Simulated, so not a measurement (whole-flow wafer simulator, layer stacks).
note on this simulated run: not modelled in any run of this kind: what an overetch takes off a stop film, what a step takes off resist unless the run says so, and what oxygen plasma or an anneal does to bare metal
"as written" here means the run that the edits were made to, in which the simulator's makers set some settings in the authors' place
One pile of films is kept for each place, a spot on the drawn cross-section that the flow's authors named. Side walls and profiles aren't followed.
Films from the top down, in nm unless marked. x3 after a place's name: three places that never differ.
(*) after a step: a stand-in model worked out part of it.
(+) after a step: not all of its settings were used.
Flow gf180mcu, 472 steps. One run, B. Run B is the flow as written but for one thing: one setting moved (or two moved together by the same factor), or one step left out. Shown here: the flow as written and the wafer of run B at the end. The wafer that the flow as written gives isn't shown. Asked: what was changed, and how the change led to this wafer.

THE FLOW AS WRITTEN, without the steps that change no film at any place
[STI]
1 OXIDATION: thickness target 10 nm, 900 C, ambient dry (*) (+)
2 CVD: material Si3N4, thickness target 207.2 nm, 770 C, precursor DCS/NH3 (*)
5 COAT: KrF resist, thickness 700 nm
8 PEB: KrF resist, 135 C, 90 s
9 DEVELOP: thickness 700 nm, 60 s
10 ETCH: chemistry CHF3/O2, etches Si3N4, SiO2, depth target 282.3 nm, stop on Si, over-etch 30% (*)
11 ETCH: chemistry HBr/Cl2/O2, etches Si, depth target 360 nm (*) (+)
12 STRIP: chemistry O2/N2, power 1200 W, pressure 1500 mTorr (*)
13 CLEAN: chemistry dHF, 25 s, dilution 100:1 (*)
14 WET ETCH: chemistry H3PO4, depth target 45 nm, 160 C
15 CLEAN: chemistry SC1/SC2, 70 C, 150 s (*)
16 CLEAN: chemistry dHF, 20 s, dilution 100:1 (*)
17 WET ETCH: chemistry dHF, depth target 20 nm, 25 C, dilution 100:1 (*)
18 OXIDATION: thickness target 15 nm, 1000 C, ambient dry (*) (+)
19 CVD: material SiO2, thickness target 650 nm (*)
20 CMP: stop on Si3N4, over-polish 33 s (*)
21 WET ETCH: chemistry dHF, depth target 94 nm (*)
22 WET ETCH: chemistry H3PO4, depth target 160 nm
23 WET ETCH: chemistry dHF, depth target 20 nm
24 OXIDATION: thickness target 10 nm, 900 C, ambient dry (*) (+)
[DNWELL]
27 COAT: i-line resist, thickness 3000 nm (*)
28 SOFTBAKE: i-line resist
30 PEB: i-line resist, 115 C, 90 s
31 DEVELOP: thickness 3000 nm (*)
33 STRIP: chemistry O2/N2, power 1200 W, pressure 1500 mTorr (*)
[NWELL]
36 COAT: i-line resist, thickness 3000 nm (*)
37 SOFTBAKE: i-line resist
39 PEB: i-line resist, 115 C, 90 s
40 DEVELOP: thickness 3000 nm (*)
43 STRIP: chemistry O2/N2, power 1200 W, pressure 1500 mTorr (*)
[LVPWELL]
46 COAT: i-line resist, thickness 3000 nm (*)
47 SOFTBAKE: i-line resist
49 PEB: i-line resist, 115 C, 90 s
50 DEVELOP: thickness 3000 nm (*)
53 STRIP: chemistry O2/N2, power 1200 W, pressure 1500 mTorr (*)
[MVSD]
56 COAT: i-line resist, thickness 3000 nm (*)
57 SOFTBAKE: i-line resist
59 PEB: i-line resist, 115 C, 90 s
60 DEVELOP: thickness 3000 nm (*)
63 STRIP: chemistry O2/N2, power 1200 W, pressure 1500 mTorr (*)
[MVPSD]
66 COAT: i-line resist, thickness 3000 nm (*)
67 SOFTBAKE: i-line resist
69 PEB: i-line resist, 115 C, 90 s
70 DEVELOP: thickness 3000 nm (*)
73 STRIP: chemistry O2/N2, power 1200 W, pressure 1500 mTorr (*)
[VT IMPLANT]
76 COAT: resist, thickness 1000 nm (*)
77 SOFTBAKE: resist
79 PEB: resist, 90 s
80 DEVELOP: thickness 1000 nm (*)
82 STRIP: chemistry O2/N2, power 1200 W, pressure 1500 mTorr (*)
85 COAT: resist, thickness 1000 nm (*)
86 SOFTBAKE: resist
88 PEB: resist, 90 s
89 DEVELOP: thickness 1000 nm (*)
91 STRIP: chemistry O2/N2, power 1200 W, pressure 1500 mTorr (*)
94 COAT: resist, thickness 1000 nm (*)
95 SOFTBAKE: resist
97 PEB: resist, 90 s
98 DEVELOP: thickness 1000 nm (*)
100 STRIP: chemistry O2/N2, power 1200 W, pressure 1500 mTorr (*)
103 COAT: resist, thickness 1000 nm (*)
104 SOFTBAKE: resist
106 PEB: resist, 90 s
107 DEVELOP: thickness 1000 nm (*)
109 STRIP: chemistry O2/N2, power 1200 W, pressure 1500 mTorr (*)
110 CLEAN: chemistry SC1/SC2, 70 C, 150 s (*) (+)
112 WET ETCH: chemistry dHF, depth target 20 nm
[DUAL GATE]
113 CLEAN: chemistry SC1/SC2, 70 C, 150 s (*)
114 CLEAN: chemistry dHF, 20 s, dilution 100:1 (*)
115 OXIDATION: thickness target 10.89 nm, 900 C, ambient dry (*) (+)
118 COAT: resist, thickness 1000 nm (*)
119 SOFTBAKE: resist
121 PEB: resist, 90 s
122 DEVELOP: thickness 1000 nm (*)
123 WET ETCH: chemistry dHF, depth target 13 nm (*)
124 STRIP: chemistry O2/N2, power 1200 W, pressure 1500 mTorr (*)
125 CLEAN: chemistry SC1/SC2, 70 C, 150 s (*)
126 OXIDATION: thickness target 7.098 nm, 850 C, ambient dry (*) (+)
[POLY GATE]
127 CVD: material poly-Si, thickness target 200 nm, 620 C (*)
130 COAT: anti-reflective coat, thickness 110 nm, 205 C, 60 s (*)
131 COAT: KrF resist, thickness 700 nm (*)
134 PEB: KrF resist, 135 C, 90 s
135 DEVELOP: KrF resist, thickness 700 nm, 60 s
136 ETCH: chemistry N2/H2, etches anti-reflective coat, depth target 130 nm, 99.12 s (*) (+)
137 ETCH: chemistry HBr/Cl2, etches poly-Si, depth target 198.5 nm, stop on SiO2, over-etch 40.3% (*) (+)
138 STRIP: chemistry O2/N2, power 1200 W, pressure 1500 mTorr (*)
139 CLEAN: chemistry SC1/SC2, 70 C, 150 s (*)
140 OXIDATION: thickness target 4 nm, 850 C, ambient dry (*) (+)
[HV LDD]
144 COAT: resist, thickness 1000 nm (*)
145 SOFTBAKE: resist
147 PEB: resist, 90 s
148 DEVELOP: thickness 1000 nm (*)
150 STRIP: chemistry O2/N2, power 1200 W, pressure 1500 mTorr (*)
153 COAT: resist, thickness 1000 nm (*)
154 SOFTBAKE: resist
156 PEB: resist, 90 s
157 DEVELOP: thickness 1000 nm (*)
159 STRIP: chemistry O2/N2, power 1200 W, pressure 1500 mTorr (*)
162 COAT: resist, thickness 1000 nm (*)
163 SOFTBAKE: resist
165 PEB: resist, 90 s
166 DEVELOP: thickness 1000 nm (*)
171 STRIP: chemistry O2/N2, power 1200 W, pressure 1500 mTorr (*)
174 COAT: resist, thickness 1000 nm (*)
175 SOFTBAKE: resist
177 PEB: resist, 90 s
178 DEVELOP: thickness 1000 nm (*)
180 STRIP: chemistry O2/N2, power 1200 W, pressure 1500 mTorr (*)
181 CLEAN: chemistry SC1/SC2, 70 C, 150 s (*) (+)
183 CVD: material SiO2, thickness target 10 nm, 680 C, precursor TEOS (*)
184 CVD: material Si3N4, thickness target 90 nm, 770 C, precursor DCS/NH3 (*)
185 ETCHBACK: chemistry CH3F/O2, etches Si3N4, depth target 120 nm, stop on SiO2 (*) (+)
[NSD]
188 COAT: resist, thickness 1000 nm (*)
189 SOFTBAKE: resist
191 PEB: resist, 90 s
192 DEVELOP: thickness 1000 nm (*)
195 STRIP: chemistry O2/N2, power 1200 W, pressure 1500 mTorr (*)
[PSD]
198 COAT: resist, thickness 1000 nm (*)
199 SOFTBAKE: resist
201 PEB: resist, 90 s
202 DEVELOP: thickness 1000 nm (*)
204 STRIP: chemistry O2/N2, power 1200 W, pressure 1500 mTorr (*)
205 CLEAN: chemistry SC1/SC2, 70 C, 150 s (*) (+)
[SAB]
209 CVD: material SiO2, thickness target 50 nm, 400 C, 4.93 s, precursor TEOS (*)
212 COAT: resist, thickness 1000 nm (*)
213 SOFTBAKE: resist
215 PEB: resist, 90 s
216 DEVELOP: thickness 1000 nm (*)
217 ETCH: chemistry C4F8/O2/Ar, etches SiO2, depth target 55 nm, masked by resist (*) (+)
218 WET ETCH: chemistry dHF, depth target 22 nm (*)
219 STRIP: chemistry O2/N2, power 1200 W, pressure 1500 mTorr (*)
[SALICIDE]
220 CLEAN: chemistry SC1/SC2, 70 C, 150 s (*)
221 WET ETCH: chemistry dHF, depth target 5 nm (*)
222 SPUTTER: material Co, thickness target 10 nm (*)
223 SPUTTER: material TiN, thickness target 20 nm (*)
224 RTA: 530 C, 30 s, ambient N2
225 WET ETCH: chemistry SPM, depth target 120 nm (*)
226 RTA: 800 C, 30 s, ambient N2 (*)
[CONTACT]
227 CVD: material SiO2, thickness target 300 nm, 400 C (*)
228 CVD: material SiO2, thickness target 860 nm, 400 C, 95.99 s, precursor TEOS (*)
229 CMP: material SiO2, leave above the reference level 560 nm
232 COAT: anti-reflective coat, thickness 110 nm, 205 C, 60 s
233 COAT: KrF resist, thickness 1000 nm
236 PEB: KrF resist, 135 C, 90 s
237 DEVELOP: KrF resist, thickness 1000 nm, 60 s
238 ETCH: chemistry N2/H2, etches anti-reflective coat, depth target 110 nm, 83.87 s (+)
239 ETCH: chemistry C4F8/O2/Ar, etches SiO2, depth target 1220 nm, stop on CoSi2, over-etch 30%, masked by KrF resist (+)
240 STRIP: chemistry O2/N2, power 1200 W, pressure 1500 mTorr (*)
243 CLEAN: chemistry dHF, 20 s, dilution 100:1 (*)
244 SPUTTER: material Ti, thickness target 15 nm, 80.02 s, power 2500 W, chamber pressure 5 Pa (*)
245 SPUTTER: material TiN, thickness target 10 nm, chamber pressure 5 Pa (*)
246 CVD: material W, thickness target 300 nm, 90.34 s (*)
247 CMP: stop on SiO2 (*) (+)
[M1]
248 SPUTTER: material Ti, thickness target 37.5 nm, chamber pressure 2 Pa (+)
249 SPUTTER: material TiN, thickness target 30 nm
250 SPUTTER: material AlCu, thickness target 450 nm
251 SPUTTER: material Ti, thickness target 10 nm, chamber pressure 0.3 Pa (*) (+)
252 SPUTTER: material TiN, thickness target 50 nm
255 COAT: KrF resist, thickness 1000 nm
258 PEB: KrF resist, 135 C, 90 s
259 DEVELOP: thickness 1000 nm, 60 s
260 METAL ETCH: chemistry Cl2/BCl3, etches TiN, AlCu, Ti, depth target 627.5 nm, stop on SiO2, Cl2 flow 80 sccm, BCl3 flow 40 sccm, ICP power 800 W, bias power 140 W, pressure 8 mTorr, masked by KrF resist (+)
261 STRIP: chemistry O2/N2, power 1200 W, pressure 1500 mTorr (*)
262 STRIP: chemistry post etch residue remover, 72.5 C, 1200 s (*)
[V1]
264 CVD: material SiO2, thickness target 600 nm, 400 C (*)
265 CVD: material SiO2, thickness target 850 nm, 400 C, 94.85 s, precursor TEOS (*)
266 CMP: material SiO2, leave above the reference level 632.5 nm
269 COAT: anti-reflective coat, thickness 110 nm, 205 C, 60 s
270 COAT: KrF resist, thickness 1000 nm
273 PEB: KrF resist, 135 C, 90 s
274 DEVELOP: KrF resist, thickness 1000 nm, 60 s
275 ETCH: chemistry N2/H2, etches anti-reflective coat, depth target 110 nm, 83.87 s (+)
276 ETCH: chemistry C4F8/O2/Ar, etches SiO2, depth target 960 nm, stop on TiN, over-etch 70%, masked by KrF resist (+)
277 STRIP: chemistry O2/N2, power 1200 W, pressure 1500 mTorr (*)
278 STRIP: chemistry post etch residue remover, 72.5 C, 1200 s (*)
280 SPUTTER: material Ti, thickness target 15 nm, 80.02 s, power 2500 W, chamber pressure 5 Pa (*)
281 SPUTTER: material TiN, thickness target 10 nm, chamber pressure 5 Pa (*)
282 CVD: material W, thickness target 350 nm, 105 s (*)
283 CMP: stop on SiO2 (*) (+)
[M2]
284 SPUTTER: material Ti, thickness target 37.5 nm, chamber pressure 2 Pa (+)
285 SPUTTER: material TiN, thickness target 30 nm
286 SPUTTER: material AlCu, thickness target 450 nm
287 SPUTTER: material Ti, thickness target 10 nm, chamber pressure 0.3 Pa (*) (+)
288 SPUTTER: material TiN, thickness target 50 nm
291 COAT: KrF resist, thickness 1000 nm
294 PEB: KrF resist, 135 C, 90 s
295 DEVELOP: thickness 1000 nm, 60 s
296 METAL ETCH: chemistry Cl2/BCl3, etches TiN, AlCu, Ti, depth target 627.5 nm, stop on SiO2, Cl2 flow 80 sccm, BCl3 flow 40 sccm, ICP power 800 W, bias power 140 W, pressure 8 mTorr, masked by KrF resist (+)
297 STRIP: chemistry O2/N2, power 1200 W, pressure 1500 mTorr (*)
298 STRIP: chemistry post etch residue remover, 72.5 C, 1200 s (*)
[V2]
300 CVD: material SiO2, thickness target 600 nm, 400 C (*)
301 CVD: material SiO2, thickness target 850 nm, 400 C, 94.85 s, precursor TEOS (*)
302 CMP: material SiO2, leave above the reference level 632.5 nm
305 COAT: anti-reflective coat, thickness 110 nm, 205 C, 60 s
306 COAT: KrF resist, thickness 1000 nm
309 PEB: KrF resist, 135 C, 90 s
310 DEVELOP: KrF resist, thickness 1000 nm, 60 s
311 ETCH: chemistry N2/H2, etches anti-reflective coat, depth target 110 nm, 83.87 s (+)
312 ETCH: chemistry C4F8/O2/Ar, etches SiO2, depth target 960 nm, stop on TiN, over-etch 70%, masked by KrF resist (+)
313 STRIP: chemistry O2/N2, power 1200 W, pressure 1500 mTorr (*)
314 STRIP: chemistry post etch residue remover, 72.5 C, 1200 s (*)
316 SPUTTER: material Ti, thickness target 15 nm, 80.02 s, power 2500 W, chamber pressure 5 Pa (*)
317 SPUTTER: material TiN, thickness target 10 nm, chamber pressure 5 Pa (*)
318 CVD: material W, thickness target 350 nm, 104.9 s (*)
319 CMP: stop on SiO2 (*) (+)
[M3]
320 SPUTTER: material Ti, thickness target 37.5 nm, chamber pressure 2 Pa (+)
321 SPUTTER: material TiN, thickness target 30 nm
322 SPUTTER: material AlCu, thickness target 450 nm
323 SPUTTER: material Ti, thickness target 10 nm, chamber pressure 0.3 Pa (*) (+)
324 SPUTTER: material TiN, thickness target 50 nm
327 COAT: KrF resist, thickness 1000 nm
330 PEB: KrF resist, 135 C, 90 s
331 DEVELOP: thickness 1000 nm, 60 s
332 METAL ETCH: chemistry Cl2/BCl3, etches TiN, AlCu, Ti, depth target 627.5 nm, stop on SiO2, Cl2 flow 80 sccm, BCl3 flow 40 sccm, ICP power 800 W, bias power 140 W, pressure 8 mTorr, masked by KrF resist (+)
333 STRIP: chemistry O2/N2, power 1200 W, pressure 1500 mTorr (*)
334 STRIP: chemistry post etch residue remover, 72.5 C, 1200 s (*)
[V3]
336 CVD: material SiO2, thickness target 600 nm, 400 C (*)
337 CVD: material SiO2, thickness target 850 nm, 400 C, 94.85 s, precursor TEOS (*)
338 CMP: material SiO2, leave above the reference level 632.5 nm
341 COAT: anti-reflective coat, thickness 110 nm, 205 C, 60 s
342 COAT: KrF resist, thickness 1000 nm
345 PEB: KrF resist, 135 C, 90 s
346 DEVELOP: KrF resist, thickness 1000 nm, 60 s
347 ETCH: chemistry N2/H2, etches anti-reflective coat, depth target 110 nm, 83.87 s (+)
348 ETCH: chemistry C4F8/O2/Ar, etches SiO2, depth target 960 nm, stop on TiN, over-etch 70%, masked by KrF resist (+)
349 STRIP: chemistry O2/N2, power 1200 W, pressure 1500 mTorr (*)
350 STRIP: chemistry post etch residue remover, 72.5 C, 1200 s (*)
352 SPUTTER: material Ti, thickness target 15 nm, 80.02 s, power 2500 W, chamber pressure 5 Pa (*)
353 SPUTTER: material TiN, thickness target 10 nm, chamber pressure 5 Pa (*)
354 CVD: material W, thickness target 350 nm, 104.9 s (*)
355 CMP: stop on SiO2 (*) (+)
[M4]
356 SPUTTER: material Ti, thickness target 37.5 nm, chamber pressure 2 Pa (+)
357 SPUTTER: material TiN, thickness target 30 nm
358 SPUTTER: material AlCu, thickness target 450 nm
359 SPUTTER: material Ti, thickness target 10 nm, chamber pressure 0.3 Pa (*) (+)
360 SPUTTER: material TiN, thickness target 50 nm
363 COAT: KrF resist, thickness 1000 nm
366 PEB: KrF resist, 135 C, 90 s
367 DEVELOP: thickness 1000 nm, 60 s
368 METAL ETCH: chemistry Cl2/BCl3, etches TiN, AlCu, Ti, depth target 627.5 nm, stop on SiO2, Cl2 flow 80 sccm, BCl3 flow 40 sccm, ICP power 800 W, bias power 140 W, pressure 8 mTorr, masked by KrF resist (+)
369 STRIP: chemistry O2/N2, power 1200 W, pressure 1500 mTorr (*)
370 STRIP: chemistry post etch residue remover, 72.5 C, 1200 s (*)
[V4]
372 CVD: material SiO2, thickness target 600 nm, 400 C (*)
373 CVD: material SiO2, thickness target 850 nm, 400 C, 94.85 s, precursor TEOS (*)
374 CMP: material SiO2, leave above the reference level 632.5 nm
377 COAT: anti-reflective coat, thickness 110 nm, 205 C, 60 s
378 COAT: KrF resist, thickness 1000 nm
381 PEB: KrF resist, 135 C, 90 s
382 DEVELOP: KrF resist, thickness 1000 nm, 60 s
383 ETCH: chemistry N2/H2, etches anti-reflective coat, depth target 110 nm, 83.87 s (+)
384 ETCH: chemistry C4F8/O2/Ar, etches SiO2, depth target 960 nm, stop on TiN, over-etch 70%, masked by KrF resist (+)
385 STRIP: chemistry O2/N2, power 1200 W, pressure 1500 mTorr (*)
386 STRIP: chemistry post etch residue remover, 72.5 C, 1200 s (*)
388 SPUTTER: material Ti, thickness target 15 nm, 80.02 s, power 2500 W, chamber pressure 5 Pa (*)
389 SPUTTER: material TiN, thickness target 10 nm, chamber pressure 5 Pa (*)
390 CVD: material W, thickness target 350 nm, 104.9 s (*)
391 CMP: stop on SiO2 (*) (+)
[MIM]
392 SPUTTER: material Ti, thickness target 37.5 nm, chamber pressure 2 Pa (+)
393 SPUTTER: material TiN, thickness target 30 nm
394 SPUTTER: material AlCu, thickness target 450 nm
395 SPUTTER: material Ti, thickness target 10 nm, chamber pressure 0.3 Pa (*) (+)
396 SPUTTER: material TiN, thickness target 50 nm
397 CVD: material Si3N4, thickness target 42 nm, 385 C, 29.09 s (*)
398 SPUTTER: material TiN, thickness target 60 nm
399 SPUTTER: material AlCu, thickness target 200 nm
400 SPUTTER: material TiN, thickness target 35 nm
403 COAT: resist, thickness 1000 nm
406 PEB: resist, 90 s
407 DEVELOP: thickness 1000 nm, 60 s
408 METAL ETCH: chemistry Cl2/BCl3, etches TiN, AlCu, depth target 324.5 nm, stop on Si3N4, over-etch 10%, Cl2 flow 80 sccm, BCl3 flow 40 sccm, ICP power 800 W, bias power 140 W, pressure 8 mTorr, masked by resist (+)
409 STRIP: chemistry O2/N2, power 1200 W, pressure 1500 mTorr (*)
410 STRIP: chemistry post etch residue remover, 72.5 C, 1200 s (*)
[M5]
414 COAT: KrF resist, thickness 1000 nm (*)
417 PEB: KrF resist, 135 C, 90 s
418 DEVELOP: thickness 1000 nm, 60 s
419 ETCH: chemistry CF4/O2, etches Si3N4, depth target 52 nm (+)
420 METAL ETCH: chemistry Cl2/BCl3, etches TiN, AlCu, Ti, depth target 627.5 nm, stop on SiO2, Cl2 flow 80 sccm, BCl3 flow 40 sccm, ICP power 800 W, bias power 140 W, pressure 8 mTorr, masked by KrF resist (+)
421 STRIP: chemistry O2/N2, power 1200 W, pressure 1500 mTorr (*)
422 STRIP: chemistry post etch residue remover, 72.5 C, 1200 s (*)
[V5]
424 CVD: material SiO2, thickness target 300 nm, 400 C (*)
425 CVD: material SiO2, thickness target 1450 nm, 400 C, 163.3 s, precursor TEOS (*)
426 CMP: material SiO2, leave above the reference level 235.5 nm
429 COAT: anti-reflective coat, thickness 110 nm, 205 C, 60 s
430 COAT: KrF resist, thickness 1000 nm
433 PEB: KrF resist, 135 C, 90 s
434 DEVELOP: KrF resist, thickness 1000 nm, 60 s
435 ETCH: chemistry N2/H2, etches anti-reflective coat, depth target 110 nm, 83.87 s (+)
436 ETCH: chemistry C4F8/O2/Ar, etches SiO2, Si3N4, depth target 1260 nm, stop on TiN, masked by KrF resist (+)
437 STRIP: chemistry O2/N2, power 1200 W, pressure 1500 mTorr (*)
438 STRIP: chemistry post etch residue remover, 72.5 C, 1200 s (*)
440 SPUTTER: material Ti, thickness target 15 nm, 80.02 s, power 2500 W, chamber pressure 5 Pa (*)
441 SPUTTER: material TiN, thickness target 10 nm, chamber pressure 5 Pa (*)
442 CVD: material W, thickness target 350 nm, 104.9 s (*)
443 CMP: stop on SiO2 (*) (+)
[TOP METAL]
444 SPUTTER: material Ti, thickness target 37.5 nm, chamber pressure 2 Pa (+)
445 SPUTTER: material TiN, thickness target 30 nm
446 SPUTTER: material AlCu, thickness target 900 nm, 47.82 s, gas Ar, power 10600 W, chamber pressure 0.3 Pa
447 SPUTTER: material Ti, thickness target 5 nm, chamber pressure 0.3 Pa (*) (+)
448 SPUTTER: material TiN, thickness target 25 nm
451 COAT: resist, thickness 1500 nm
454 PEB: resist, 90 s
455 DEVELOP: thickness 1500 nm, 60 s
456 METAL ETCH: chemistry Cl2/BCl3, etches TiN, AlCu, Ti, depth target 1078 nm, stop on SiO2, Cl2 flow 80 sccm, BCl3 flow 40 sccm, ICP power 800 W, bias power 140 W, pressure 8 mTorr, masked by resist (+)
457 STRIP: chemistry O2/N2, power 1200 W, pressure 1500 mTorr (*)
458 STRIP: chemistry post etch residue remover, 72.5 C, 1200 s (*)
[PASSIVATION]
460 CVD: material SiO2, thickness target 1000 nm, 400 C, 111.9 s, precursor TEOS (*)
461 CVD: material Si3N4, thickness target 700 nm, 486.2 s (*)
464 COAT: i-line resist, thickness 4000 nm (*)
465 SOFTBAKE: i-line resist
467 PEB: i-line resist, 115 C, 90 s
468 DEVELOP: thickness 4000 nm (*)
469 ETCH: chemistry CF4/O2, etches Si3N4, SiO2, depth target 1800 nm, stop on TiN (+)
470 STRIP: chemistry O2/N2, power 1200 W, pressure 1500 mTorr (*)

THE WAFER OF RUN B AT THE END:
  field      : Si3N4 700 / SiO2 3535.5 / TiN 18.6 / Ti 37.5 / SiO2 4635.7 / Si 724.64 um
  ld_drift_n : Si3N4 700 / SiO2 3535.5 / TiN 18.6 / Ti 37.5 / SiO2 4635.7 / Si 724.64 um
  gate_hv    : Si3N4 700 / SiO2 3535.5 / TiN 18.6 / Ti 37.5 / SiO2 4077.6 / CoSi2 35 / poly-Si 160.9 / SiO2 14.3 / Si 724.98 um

The cause: step 368, METAL ETCH: depth target 521 nm was run, where the flow has depth target 627.5 nm.

How the change led to this, step by step:
  368 METAL ETCH: chemistry Cl2/BCl3, etches TiN, AlCu, Ti, depth target 627.5 nm, stop on SiO2, Cl2 flow 80 sccm, BCl3 flow 40 sccm, ICP power 800 W, bias power 140 W, pressure 8 mTorr, masked by KrF resist (+)
      field, field__w1, field__w2 and 103 more: TiN -50 (all of it), Ti -10 (all of it), AlCu -450 (all of it), TiN -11 (as written it would be: TiN -50 (all of it), Ti -10 (all of it), AlCu -450 (all of it), TiN -30 (all of it), Ti -37.5 (all of it))
      field__w8, contact, m1, m1__w1, m1_nw: KrF resist -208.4 (as written it would be: KrF resist -251)
  369 STRIP: chemistry O2/N2, power 1200 W, pressure 1500 mTorr (*)
      field__w8, contact, m1, m1__w1, m1_nw: KrF resist -770 (all of it) (as written it would be: KrF resist -727.4 (all of it))
  372 CVD: material SiO2, thickness target 600 nm, 400 C (*)
      field, field__w1, field__w2 and 103 more: SiO2 +600 (new film) (as written it would be: SiO2 +600)
  374 CMP: material SiO2, leave above the reference level 632.5 nm
      field, field__w1, field__w2 and 103 more: SiO2 -356.1 (as written it would be: SiO2 -300)
Counting metal films that touch as one body, field has 1 body; the flow as written gives 0 bodies.
Counting metal films that touch as one body, ld_drift_n has 1 body; the flow as written gives 0 bodies.
Counting metal films that touch as one body, gate_hv has 2 bodies (between them, from the top down: SiO2 4077.6); the flow as written gives 1 body.
